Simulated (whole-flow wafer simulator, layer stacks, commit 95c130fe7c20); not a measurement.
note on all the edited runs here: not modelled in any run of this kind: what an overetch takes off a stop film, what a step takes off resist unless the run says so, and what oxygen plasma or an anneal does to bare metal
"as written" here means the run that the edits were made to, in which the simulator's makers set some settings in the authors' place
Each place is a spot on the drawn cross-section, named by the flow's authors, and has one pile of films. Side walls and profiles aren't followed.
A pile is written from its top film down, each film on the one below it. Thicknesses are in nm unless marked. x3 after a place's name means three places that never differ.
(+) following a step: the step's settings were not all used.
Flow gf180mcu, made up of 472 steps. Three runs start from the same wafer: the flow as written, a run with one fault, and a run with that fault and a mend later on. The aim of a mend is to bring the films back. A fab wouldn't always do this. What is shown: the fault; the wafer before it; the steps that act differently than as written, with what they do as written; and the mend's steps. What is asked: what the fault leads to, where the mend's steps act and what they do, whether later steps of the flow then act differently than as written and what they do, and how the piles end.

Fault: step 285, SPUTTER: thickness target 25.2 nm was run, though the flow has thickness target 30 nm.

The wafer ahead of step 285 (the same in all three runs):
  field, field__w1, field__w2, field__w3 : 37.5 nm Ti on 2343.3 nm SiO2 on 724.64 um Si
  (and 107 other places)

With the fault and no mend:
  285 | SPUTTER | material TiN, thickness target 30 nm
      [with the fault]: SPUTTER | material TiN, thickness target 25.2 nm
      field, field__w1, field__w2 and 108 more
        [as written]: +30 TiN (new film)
        [with the fault]: +25.2 TiN (new film)
  Steps later in the flow that act otherwise than as written (1 other step is not shown; it differs only slightly, by no more than 2% or 0.5 nm, whichever is larger):
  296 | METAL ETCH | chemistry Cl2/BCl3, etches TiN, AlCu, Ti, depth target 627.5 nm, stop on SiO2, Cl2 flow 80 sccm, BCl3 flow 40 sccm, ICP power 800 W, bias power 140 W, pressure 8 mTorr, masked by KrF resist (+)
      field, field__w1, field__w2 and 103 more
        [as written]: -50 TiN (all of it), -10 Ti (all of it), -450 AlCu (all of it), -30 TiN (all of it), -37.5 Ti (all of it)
        [with the fault]: -50 TiN (all of it), -10 Ti (all of it), -450 AlCu (all of it), -25.2 TiN (all of it), -37.5 Ti (all of it)
  By the end, the piles at field__w8, contact, m1, m1__w1, m1_nw depart from the flow's by more than 2% or 0.5 nm, whichever is larger.
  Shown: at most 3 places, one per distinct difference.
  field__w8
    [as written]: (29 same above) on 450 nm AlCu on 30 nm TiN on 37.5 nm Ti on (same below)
    [with the fault]: (29 same above) on 450 nm AlCu on 25.2 nm TiN on 37.5 nm Ti on (same below)
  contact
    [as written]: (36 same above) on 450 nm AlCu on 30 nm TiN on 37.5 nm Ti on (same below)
    [with the fault]: (36 same above) on 450 nm AlCu on 25.2 nm TiN on 37.5 nm Ti on (same below)

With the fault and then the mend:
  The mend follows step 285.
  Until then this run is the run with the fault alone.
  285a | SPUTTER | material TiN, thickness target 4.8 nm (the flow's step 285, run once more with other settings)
      field, field__w1, field__w2 and 108 more
        +4.8 TiN
  Every later step of the flow that is run acts as written at every place that is followed.
  At every place that both follow, the piles at the end match the flow's.
